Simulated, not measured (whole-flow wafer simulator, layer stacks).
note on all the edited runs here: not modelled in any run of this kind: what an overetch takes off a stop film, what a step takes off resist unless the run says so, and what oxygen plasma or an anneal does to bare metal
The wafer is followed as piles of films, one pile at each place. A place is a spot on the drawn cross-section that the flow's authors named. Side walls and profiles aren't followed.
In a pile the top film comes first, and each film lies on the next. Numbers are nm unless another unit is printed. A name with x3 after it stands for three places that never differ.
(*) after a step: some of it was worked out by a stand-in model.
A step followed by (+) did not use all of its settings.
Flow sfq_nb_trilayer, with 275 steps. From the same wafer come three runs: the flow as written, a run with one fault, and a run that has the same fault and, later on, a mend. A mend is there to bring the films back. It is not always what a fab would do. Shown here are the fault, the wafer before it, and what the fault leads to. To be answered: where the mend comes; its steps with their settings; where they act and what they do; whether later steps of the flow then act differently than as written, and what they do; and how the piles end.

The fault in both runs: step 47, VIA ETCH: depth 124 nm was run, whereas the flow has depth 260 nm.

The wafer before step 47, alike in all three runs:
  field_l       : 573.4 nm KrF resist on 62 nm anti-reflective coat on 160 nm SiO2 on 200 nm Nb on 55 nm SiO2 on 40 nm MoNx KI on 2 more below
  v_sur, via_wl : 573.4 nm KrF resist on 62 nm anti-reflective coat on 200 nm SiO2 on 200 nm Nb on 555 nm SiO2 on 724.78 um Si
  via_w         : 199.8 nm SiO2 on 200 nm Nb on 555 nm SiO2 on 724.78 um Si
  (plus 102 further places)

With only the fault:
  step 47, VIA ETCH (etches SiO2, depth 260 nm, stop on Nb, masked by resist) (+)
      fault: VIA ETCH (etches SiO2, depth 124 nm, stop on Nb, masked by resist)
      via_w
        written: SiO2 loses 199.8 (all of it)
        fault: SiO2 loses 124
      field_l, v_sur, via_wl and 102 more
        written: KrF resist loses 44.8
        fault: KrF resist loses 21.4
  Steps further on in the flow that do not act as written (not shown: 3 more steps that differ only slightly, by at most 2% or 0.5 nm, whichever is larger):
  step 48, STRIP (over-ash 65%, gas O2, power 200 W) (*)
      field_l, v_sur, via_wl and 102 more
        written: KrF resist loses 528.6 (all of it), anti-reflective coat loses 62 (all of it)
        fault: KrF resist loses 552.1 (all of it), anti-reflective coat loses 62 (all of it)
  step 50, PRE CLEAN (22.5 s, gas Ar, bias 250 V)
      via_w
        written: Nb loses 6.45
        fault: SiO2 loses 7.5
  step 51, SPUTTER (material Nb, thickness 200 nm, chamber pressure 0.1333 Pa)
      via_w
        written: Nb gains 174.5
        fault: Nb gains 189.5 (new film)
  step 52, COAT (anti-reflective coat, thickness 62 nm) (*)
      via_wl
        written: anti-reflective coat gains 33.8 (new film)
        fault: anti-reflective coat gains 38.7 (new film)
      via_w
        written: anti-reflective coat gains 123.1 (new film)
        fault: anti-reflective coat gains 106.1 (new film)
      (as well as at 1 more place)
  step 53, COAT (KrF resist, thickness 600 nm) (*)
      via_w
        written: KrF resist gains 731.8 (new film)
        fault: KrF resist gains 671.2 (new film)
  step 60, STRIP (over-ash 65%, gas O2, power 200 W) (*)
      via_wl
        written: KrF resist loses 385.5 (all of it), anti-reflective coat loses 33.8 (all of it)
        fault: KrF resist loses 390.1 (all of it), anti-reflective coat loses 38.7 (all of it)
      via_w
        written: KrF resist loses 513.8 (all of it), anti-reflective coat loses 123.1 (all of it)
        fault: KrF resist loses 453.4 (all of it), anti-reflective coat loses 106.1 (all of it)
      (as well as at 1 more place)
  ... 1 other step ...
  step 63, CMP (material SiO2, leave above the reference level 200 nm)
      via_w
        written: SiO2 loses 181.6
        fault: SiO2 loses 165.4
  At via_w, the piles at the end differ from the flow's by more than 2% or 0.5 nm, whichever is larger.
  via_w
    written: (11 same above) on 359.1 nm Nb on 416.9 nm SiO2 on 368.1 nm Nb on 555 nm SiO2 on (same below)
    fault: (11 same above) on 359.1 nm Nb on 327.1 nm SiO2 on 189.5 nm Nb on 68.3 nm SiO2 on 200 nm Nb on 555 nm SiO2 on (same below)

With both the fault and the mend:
  The mend stands after step 47.
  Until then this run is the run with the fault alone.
  step 47a, VIA ETCH (etches SiO2, depth 136 nm, stop on Nb, masked by resist) (+) (a further turn of the flow's step 47, with different settings)
      field_l, v_sur, via_wl and 102 more
        KrF resist loses 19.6
      via_w
        SiO2 loses 75.8 (all of it)
  Every later step of the flow that is run acts as written, at every place that is followed, to within 2% or 0.5 nm, whichever is larger.
  The piles end the same as the flow's at every place that both follow.
